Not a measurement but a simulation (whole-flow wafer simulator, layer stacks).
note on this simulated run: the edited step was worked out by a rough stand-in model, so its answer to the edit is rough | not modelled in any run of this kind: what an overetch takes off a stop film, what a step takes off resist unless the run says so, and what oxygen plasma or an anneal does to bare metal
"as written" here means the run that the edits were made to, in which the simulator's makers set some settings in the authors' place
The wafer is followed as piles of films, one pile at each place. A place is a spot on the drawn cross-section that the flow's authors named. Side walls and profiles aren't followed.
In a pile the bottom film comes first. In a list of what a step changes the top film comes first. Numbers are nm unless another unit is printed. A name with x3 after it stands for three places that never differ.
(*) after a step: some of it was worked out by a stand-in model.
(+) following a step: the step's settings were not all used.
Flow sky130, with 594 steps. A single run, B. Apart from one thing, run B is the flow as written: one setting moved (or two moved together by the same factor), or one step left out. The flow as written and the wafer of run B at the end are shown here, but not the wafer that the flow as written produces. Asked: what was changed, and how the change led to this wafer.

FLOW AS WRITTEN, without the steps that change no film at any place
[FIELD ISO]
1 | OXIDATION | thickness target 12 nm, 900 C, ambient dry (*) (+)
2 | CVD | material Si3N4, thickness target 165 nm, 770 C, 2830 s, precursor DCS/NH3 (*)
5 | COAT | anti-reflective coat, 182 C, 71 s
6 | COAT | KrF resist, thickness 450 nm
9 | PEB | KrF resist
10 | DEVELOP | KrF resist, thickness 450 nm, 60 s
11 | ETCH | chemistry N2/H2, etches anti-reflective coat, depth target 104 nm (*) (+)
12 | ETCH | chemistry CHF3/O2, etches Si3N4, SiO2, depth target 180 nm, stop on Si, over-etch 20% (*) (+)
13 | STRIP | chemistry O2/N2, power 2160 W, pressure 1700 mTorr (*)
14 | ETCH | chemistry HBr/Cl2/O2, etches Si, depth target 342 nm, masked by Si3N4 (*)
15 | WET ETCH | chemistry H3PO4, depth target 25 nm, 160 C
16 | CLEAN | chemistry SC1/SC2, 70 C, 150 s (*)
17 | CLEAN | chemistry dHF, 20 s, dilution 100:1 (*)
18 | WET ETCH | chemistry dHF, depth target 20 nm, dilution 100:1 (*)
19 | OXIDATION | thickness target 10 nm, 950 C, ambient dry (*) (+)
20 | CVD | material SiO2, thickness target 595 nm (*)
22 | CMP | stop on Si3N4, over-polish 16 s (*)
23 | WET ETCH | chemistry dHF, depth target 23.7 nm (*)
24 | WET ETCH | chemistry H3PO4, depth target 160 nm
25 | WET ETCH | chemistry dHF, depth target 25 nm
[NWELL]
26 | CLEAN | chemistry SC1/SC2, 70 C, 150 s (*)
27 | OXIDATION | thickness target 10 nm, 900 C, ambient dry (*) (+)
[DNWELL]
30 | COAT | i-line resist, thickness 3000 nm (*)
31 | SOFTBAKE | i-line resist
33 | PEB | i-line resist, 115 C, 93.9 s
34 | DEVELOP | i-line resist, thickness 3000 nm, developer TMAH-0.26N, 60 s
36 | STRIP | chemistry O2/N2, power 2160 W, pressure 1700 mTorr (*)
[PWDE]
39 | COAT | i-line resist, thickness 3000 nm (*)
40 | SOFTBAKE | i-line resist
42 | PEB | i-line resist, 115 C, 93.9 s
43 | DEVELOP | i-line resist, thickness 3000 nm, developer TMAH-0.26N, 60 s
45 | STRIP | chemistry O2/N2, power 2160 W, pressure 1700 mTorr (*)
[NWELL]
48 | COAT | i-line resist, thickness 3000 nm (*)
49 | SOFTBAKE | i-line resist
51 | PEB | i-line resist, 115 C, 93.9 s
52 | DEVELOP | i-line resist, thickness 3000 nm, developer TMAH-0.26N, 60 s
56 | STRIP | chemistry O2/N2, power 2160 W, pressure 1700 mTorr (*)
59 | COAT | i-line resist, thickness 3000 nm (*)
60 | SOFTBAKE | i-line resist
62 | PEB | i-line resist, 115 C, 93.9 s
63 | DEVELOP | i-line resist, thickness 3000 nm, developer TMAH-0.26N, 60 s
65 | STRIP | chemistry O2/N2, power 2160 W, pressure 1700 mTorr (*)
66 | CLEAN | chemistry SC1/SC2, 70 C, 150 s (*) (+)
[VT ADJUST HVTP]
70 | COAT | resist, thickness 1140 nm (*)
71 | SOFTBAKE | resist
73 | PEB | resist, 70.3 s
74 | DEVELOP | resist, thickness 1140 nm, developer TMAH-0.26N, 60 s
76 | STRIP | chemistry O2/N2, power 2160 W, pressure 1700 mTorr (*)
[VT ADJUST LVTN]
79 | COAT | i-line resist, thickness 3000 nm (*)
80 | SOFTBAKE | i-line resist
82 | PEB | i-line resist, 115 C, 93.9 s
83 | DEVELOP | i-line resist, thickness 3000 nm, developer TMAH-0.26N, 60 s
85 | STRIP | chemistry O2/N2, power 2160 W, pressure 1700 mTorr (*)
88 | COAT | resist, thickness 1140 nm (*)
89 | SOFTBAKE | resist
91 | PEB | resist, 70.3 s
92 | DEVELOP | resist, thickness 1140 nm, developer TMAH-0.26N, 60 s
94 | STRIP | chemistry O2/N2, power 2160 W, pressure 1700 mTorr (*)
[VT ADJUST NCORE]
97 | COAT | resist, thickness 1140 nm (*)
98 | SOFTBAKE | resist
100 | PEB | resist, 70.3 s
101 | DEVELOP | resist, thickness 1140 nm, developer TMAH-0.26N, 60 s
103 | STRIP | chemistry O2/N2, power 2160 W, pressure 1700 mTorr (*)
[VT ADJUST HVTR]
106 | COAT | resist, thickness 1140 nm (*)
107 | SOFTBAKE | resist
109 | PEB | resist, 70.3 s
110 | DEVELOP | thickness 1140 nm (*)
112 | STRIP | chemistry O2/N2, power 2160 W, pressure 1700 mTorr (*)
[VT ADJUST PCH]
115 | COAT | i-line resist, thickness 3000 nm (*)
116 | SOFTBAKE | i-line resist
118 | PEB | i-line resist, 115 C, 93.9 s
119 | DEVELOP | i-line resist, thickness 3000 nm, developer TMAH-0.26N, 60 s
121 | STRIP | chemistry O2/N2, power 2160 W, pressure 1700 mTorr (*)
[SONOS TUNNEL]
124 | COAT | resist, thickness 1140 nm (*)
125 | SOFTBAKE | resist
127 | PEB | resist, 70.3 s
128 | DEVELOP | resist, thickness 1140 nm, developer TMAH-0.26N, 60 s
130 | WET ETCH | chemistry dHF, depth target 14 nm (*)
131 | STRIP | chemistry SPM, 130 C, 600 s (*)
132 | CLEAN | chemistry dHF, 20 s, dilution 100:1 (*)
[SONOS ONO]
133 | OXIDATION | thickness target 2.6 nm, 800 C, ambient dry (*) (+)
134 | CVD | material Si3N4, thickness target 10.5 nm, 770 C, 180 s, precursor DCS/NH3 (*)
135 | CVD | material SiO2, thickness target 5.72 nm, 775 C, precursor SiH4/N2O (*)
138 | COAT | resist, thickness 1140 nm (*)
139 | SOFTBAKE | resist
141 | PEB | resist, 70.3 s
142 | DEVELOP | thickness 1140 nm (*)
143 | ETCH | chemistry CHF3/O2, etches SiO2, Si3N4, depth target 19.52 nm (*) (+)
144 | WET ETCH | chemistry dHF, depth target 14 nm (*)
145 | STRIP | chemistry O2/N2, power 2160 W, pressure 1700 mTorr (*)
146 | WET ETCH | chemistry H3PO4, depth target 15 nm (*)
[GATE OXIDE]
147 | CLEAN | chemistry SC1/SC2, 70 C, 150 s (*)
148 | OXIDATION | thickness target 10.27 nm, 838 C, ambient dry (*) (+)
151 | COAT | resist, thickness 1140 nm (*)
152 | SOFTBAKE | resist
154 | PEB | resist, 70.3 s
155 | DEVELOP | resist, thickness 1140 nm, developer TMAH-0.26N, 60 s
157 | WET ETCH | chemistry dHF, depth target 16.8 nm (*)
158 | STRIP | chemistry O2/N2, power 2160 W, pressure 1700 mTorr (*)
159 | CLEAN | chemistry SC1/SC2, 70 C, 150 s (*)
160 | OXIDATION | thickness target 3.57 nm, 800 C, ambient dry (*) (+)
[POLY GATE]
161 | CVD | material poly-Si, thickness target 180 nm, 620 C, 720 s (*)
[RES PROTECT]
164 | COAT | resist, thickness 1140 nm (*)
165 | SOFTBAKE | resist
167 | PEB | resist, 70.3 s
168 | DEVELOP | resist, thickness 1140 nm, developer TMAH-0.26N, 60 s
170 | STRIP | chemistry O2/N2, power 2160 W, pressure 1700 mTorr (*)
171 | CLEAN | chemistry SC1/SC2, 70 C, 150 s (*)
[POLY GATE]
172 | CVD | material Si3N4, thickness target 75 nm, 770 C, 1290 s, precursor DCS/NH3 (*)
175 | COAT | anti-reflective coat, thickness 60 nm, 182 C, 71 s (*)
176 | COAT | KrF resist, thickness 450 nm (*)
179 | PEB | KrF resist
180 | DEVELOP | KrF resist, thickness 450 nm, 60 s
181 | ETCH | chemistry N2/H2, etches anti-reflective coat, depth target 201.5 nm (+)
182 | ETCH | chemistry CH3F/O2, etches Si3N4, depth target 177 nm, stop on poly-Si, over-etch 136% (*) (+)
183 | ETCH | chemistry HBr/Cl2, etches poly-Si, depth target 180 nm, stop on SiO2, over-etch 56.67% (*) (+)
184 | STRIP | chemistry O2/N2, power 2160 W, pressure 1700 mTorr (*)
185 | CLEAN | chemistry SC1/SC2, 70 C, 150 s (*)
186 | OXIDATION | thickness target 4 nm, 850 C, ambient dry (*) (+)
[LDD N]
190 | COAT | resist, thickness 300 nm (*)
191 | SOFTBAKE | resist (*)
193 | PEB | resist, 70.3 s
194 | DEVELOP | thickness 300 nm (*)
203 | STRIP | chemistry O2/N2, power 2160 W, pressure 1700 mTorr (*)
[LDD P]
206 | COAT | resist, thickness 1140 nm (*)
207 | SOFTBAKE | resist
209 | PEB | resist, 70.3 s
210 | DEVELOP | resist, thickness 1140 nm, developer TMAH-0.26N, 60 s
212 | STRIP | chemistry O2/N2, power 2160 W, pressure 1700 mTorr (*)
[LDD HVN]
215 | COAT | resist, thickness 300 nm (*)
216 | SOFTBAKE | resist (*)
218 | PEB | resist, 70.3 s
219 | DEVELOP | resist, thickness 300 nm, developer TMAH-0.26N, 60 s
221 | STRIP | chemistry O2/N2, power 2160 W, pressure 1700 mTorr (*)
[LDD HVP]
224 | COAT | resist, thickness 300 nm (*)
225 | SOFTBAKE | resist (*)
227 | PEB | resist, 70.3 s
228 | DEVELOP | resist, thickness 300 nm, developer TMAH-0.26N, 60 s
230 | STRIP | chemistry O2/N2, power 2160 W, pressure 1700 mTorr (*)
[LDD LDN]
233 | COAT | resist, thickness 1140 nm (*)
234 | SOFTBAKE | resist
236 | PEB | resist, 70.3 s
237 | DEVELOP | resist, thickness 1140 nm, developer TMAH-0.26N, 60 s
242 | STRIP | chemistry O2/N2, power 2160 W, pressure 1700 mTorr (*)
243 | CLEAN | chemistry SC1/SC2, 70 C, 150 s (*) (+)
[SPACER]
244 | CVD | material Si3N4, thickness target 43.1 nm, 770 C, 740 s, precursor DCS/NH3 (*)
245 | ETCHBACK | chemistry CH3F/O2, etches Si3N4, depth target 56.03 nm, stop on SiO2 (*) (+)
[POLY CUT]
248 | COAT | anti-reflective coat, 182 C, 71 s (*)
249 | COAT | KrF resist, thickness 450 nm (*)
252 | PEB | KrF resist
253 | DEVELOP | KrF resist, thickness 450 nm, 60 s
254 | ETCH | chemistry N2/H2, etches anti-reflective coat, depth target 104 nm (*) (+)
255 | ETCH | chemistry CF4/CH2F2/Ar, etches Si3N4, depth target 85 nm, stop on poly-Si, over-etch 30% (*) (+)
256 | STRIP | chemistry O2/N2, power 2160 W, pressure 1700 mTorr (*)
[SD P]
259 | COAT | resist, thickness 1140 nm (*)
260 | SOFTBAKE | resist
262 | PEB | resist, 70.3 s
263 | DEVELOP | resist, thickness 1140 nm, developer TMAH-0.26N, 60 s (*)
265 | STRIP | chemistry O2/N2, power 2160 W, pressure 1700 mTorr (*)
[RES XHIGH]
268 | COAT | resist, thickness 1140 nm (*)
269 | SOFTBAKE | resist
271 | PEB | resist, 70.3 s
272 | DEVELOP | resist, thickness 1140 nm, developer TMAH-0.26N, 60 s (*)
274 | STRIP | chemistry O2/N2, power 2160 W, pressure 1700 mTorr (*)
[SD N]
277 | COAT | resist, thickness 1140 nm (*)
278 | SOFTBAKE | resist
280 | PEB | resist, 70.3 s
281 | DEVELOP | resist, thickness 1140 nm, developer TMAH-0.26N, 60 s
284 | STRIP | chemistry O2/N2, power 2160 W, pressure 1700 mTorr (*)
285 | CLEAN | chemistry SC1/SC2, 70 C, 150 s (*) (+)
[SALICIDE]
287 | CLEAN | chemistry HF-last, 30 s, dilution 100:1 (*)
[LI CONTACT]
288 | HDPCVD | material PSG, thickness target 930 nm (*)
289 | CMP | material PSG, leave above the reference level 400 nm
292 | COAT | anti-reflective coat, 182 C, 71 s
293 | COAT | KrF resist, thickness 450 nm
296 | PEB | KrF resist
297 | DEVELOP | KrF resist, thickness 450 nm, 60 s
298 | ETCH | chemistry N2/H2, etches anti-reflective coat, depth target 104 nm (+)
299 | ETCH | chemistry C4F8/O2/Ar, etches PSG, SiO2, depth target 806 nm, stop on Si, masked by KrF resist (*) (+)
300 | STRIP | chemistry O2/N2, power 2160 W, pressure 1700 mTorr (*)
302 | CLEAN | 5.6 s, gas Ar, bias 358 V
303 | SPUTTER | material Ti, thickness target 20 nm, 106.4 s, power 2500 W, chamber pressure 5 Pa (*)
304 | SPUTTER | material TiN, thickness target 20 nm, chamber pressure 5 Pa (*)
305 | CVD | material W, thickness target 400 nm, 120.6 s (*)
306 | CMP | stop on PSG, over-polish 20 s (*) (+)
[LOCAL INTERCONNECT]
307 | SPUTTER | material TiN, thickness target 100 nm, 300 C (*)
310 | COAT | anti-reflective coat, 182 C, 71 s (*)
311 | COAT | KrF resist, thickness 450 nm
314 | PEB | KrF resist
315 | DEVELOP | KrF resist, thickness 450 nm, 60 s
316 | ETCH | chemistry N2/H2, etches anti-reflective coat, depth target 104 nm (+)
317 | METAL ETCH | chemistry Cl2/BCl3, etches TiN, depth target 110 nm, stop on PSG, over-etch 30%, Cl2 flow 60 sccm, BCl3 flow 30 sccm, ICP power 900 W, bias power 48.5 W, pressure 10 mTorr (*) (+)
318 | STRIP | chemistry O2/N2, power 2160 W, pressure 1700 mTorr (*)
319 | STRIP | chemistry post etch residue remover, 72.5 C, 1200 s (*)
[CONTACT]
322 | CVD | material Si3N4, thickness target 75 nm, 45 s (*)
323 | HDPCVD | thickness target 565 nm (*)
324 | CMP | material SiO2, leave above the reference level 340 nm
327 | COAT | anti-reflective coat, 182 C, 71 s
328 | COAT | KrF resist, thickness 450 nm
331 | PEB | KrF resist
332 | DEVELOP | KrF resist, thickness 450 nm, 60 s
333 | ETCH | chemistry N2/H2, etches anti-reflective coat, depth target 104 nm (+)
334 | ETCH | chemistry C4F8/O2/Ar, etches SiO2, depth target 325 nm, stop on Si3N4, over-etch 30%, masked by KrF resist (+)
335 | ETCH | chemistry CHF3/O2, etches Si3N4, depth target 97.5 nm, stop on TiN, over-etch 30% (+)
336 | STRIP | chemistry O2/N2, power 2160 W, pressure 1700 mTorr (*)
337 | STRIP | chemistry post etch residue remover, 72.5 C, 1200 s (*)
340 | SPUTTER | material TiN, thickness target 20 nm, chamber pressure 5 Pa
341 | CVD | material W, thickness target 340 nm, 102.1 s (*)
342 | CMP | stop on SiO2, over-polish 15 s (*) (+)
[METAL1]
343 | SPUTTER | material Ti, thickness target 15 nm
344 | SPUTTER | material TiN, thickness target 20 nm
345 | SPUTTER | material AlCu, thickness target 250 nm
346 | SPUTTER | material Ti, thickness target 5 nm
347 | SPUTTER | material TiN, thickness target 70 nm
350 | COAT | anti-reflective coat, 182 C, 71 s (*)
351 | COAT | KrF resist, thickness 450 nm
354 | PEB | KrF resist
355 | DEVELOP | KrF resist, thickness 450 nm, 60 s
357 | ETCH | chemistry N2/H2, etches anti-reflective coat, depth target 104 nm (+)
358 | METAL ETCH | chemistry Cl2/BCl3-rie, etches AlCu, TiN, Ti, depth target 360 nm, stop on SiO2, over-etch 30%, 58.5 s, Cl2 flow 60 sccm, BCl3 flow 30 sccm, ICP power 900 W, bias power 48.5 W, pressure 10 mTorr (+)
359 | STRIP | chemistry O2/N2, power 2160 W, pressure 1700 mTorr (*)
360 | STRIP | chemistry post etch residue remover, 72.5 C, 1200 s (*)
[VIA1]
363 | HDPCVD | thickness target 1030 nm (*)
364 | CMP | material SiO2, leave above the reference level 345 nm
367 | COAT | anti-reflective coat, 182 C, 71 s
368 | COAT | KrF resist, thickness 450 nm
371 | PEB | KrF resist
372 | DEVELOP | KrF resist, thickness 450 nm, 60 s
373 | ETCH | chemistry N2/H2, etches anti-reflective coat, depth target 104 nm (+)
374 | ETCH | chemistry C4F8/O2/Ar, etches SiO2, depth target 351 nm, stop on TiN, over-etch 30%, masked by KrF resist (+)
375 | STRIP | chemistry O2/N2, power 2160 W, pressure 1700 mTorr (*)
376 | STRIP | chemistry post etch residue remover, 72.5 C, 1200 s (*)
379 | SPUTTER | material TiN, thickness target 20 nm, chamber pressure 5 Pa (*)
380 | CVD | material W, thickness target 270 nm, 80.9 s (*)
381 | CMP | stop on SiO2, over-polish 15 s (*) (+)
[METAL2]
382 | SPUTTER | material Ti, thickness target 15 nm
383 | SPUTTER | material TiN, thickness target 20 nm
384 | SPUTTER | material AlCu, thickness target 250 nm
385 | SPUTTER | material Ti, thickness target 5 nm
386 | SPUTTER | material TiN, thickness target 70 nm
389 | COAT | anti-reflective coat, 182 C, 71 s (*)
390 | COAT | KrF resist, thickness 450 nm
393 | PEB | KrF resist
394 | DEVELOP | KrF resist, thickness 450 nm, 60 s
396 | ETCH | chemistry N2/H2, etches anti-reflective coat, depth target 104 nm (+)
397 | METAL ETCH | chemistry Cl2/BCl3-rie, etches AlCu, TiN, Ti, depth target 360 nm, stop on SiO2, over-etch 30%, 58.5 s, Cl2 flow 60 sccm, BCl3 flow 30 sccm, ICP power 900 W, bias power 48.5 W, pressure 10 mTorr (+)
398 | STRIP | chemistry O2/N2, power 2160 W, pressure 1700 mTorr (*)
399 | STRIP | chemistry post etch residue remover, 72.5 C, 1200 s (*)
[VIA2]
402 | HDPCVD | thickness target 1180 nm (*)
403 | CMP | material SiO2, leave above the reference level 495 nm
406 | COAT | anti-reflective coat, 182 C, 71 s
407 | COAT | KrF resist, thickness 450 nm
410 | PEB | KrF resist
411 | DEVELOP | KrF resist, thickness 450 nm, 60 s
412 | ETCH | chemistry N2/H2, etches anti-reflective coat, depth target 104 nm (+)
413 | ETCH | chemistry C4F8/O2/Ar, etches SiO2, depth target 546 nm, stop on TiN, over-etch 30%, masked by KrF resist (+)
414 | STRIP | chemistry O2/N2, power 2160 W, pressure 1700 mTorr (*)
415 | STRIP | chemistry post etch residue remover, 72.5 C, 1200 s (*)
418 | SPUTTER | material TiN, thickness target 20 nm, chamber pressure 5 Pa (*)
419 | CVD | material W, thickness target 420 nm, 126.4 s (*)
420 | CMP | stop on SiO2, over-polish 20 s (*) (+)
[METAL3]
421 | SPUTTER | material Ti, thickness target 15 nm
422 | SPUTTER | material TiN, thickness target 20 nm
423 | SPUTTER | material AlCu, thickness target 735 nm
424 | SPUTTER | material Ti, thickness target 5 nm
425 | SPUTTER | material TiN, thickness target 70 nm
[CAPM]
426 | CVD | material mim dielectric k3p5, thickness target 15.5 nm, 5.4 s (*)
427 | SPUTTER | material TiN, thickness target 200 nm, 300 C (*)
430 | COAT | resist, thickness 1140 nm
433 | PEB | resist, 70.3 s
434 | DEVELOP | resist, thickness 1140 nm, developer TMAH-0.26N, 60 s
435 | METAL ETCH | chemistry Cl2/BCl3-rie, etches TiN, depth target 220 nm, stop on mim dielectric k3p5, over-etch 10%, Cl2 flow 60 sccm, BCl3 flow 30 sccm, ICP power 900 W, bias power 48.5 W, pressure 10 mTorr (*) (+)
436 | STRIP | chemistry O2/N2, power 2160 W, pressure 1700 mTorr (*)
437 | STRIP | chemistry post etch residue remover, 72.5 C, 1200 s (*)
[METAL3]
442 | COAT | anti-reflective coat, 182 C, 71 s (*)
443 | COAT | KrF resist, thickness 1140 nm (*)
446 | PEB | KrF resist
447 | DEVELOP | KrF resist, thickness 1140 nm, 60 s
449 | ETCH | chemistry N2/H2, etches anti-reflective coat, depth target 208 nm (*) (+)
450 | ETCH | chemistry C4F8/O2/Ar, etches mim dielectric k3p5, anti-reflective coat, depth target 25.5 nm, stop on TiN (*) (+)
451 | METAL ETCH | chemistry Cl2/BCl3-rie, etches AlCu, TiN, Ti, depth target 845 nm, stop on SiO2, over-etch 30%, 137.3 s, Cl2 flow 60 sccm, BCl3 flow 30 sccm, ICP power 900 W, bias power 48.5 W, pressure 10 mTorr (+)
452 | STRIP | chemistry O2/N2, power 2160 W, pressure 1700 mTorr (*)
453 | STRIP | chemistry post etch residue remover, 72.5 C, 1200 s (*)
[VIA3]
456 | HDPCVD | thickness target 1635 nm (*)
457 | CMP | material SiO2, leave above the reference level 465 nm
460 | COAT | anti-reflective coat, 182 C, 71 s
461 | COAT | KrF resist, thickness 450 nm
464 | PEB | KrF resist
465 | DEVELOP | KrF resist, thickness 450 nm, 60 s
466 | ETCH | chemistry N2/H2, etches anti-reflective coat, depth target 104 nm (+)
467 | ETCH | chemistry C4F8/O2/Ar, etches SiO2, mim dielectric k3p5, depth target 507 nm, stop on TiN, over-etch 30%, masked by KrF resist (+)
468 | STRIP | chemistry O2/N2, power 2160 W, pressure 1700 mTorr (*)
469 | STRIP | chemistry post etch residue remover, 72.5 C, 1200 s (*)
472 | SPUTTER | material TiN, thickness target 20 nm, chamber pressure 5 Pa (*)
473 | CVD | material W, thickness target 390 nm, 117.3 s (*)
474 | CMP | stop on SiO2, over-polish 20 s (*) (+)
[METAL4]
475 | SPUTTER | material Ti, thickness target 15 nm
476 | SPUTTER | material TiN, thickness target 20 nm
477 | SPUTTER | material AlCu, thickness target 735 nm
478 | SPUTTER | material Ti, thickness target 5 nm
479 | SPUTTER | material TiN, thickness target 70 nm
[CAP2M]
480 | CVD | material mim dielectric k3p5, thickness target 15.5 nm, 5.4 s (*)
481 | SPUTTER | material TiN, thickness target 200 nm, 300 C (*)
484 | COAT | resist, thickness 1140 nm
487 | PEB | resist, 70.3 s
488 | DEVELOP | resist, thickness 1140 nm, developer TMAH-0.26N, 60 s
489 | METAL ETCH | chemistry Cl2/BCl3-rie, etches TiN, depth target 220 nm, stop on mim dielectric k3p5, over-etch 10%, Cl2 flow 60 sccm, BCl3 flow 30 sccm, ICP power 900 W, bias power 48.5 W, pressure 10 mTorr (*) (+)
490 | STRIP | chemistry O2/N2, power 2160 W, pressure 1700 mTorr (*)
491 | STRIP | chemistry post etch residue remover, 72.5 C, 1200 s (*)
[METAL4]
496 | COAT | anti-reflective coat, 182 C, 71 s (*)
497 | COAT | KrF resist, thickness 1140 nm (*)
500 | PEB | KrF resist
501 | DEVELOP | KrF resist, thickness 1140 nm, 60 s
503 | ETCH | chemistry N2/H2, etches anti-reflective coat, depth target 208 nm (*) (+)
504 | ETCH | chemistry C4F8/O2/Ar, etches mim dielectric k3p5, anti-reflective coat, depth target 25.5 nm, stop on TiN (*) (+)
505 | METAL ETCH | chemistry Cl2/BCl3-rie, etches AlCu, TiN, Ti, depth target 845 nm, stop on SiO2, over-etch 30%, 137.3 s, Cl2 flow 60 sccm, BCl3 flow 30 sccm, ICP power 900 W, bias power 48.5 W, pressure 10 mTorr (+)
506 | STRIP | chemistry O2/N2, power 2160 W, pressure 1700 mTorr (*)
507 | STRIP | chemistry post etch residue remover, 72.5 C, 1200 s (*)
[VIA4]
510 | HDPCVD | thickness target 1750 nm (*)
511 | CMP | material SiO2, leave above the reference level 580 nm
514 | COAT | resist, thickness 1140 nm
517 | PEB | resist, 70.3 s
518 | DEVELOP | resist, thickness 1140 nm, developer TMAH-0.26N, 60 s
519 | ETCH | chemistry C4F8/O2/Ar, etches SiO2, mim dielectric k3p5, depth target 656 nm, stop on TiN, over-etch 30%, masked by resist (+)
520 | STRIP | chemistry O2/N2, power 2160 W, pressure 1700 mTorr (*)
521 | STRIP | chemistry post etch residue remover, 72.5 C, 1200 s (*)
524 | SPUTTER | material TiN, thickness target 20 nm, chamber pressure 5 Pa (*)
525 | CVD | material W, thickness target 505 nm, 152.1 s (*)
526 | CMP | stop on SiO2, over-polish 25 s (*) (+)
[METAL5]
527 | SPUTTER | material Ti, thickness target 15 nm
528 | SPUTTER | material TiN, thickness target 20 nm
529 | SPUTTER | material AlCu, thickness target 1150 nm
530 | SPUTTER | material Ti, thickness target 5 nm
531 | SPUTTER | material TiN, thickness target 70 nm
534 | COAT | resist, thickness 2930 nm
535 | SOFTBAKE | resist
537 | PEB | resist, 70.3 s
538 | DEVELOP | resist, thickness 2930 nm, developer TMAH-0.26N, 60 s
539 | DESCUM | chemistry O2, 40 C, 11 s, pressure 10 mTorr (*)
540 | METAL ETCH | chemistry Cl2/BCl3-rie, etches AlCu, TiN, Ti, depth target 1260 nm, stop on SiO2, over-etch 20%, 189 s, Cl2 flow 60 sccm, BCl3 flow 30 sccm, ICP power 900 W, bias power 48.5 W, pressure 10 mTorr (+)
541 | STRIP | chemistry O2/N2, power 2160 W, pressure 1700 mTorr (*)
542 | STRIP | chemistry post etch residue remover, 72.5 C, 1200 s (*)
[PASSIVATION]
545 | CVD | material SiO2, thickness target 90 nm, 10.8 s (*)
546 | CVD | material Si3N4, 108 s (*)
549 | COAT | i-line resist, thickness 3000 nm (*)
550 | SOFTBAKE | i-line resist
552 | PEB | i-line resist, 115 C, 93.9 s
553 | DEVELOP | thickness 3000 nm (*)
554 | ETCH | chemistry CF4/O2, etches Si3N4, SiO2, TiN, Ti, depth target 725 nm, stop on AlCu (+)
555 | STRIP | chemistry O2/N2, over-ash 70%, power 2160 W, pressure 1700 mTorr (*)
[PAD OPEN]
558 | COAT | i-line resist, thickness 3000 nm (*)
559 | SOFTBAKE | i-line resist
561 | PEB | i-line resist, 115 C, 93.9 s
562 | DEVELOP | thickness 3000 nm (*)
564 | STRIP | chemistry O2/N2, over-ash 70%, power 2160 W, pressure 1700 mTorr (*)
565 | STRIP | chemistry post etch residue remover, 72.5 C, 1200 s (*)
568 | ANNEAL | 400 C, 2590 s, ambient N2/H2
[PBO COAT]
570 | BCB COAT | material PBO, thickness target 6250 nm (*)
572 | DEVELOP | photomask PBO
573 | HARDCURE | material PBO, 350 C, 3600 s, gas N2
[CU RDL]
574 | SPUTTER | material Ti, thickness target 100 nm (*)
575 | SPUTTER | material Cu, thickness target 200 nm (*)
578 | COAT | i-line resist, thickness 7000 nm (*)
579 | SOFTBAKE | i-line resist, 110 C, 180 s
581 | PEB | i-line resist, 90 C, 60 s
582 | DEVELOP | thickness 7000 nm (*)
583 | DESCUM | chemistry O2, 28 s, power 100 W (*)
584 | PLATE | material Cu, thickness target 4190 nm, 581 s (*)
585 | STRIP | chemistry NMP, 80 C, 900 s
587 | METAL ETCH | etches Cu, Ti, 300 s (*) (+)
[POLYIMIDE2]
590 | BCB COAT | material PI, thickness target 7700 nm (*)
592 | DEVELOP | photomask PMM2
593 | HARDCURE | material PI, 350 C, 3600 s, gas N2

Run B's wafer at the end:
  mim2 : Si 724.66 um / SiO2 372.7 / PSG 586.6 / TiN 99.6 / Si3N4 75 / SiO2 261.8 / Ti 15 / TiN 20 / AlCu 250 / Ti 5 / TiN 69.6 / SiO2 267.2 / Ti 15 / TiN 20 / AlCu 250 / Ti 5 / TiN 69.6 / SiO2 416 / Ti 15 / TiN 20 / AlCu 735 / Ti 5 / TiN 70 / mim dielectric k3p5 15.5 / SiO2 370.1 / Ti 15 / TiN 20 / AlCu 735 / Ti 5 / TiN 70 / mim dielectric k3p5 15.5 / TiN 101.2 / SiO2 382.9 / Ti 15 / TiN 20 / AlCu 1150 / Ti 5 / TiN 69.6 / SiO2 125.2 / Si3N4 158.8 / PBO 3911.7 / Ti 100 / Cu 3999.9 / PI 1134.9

The reason: step 481, SPUTTER: thickness target 102 nm was run, whereas the flow has thickness target 200 nm.

The path from the change to this, step by step:
  481 | SPUTTER | material TiN, thickness target 200 nm, 300 C (*)
      field, active, n_well and 189 more: +102 TiN (new film) (in the flow as written it would be: +200 TiN (new film))
  489 | METAL ETCH | chemistry Cl2/BCl3-rie, etches TiN, depth target 220 nm, stop on mim dielectric k3p5, over-etch 10%, Cl2 flow 60 sccm, BCl3 flow 30 sccm, ICP power 900 W, bias power 48.5 W, pressure 10 mTorr (*) (+)
      field, active, n_well and 188 more: -102 TiN (all of it) (in the flow as written it would be: -200 TiN (all of it))
      mim2: -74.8 resist (in the flow as written it would be: -146.7 resist)
  490 | STRIP | chemistry O2/N2, power 2160 W, pressure 1700 mTorr (*)
      mim2: -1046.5 resist (all of it) (in the flow as written it would be: -974.6 resist (all of it))
  496 | COAT | anti-reflective coat, 182 C, 71 s (*)
      iso_guard__w2: +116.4 anti-reflective coat (new film) (in the flow as written it would be: +177.8 anti-reflective coat (new film))
      mim2: +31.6 anti-reflective coat (new film) (in the flow as written it would be: +40.3 anti-reflective coat (new film))
  497 | COAT | KrF resist, thickness 1140 nm (*)
      iso_guard__w2: +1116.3 KrF resist (new film) (in the flow as written it would be: +1074.8 KrF resist (new film))
      mim2: +1101.3 KrF resist (new film) (in the flow as written it would be: +1018.9 KrF resist (new film))
  506 | STRIP | chemistry O2/N2, power 2160 W, pressure 1700 mTorr (*)
      iso_guard__w2: -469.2 KrF resist (all of it), -116.4 anti-reflective coat (all of it) (in the flow as written it would be: -427.9 KrF resist (all of it), -177.8 anti-reflective coat (all of it))
      mim2: -454.3 KrF resist (all of it), -31.6 anti-reflective coat (all of it) (in the flow as written it would be: -372.1 KrF resist (all of it), -40.3 anti-reflective coat (all of it))
  511 | CMP | material SiO2, leave above the reference level 580 nm
      mim2: -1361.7 SiO2 (in the flow as written it would be: -1459.7 SiO2)
